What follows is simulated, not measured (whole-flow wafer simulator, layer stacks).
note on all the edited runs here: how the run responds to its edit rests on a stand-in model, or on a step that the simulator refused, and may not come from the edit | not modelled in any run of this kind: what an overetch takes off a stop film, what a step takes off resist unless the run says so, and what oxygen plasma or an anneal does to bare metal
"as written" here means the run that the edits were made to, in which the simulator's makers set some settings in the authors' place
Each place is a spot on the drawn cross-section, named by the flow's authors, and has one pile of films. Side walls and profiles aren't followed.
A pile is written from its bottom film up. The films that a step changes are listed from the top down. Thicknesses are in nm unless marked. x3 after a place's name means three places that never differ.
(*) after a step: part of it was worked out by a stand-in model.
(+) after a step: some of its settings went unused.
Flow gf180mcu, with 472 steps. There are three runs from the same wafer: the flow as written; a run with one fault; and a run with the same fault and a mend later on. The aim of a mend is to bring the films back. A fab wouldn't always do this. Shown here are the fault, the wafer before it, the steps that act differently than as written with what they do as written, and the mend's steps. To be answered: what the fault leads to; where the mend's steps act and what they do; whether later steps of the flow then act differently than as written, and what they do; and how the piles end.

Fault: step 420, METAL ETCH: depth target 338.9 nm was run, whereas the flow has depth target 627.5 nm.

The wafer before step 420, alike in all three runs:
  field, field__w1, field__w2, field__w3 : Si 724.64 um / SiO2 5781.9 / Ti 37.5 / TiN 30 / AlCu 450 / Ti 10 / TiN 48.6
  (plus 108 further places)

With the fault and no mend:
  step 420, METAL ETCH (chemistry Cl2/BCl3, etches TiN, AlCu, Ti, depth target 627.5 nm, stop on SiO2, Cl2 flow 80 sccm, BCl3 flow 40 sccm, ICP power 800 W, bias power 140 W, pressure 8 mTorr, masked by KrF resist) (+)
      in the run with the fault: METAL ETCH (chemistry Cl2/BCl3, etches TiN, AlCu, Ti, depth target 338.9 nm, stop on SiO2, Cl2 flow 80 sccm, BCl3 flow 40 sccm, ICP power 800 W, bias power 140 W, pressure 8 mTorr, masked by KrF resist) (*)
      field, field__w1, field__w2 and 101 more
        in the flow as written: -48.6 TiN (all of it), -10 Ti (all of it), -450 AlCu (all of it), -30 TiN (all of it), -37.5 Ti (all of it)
        in the run with the fault: -48.6 TiN (all of it), -10 Ti (all of it), -280.3 AlCu
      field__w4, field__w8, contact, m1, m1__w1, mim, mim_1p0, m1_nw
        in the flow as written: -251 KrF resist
        in the run with the fault: -135.6 KrF resist
  Steps further on in the flow that do not act as written (1 other step is not shown; it differs only slightly, by no more than 2% or 0.5 nm, whichever is larger):
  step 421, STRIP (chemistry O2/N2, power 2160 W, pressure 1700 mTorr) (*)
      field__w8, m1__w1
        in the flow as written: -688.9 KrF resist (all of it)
        in the run with the fault: -804.3 KrF resist (all of it)
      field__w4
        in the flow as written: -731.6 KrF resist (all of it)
        in the run with the fault: -847.1 KrF resist (all of it)
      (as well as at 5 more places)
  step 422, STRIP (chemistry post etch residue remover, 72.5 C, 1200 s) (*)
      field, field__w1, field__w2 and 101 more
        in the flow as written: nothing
        in the run with the fault: -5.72 AlCu
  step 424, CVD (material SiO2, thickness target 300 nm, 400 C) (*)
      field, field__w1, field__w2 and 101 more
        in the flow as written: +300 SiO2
        in the run with the fault: +300 SiO2 (new film)
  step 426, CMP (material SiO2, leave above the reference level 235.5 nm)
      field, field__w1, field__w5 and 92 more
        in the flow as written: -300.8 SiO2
        in the run with the fault: -532.3 SiO2
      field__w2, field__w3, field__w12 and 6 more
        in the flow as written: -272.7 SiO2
        in the run with the fault: -514.6 SiO2
  At field, field__w1, field__w2 and 101 more, the piles at the end differ from the flow's by more than 2% or 0.5 nm, whichever is larger.
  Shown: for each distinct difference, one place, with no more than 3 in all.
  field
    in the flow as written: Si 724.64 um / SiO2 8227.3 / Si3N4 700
    in the run with the fault: Si 724.64 um / SiO2 5781.9 / Ti 37.5 / TiN 30 / AlCu 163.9 / SiO2 2213.9 / Si3N4 700
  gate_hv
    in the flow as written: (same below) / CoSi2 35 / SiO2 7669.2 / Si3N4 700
    in the run with the fault: (same below) / CoSi2 35 / SiO2 5223.8 / Ti 37.5 / TiN 30 / AlCu 163.9 / SiO2 2213.9 / Si3N4 700
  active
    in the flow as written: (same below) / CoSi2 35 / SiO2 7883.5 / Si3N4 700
    in the run with the fault: (same below) / CoSi2 35 / SiO2 5438.1 / Ti 37.5 / TiN 30 / AlCu 163.9 / SiO2 2213.9 / Si3N4 700

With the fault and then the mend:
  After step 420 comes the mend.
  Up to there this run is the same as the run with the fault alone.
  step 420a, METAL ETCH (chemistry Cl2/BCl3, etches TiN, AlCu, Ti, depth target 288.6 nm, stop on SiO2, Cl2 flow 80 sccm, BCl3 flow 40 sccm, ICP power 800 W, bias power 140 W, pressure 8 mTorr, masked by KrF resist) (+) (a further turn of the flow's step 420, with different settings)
      field, field__w1, field__w2 and 101 more
        -169.7 AlCu (all of it), -30 TiN (all of it), -37.5 Ti (all of it)
      field__w4, field__w8, contact, m1, m1__w1, mim, mim_1p0, m1_nw
        -115.4 KrF resist
  Every later step of the flow that is run acts as written at every place that is followed.
  The piles end the same as the flow's at every place that both follow.
